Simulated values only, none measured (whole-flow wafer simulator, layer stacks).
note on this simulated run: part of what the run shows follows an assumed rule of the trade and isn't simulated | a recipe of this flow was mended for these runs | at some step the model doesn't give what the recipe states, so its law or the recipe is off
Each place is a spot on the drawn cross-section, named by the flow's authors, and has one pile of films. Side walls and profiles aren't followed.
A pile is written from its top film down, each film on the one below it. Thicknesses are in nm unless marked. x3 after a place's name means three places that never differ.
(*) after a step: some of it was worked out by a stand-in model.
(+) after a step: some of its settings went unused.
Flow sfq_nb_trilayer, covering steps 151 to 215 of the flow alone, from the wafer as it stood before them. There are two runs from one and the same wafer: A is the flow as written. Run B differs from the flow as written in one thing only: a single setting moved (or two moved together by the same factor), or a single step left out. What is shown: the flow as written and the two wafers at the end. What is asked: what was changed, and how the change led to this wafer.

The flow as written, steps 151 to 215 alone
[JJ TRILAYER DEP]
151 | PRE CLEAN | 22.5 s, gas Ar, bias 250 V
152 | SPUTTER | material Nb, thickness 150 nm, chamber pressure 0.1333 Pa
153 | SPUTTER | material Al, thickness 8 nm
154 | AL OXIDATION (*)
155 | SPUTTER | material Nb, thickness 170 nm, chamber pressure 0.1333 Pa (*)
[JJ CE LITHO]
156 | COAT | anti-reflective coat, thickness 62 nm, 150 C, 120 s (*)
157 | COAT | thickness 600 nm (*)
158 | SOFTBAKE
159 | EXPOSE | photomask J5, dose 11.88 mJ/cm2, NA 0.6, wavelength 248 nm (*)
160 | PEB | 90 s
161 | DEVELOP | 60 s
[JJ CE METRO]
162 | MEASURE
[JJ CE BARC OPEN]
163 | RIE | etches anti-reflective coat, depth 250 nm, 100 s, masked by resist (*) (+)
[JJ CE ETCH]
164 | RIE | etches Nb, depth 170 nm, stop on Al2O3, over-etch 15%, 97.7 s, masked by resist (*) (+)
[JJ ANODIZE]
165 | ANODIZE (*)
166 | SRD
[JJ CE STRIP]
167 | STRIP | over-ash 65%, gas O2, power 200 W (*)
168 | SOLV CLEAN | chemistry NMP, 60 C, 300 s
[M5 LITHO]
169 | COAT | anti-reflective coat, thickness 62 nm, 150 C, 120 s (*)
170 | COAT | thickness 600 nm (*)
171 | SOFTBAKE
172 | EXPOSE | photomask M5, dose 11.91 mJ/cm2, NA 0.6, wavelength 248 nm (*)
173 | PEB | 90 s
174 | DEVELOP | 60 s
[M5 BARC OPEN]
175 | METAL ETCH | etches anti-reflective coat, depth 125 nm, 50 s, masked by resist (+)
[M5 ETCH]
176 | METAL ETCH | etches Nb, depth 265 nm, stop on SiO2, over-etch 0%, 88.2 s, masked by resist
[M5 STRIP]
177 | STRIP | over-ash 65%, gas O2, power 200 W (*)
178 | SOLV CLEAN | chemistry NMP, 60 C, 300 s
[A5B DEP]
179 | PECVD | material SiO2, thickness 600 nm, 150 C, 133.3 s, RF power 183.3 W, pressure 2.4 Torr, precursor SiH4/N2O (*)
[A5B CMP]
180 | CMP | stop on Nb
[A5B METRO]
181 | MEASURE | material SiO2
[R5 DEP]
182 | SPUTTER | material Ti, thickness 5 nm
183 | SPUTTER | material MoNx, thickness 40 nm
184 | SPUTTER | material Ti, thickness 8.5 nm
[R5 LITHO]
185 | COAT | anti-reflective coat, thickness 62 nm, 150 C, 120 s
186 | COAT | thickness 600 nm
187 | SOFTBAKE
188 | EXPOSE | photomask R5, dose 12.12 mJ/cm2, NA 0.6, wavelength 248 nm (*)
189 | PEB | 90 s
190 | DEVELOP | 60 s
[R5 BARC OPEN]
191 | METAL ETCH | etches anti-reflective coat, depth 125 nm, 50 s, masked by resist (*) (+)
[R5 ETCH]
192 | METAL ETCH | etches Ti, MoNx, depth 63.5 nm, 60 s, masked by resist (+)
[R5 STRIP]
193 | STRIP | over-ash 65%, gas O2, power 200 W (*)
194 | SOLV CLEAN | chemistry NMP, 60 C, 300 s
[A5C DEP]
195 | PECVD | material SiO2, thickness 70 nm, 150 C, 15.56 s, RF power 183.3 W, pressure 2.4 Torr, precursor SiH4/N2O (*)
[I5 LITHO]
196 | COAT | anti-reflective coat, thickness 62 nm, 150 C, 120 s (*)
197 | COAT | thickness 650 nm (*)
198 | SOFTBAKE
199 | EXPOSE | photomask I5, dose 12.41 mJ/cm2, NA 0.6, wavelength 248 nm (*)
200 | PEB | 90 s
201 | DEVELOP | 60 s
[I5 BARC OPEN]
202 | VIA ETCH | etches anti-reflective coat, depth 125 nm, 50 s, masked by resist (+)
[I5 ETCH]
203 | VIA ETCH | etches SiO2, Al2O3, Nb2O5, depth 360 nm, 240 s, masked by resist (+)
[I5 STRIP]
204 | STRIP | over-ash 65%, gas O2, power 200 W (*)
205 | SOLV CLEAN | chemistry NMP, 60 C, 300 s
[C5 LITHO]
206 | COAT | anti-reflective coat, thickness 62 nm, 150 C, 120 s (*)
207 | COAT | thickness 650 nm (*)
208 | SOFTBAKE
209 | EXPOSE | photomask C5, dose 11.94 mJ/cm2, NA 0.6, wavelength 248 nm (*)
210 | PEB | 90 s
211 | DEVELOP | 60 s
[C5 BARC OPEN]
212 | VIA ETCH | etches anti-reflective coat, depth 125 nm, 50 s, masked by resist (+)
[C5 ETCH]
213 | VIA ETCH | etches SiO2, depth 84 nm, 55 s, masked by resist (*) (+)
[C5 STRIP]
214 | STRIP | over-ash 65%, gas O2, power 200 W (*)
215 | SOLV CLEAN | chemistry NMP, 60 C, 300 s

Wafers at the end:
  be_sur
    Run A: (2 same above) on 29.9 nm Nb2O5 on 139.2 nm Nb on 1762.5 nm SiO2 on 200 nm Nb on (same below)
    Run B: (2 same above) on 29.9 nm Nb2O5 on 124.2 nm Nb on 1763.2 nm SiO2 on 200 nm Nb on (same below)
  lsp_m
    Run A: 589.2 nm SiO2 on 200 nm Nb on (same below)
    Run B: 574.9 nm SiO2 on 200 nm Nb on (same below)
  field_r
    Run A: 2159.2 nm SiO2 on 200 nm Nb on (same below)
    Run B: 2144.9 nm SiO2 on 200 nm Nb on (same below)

What caused this: step 151, PRE CLEAN: bias 225 V was run, though the flow has bias 250 V; step 152, SPUTTER: thickness 135 nm was run, where the flow has thickness 150 nm.

How this came from the change, step by step:
  151 | PRE CLEAN | 22.5 s, gas Ar, bias 250 V
      field_l, v_sur, via_sp and 100 more: A SiO2 loses 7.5 | B SiO2 loses 6.8
      via_wl, via_w, via_wr: A Nb loses 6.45 | B Nb loses 5.61
  152 | SPUTTER | material Nb, thickness 150 nm, chamber pressure 0.1333 Pa
      field_l, v_sur, via_sp and 100 more: A Nb gains 150 (new film) | B Nb gains 135 (new film)
      via_wl, via_w, via_wr: A Nb gains 129.8 | B Nb gains 116.7
  176 | METAL ETCH | etches Nb, depth 265 nm, stop on SiO2, over-etch 0%, 88.2 s, masked by resist
      field_l, res, r_end and 47 more: A Al2O3 loses 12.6 (all of it), Nb2O5 loses 29.9 (all of it), Nb loses 139.2 (all of it), SiO2 loses 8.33 | B Al2O3 loses 12.6 (all of it), Nb2O5 loses 29.9 (all of it), Nb loses 124.2 (all of it), SiO2 loses 9.83
      r_sur, wl_a_sl, wl_a_m6: A Al2O3 loses 12.5 (all of it), Nb2O5 loses 29.9 (all of it), Nb loses 139.2 (all of it), SiO2 loses 8.33 | B Al2O3 loses 12.5 (all of it), Nb2O5 loses 29.9 (all of it), Nb loses 124.2 (all of it), SiO2 loses 9.83
  180 | CMP | stop on Nb
      field_l, lsp_m, ln_m6 and 44 more: A SiO2 loses 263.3 | B SiO2 loses 276.8
      r_sur, res, r_end, moat, field_r, lsp_l: A SiO2 loses 256.4 | B SiO2 loses 270.4
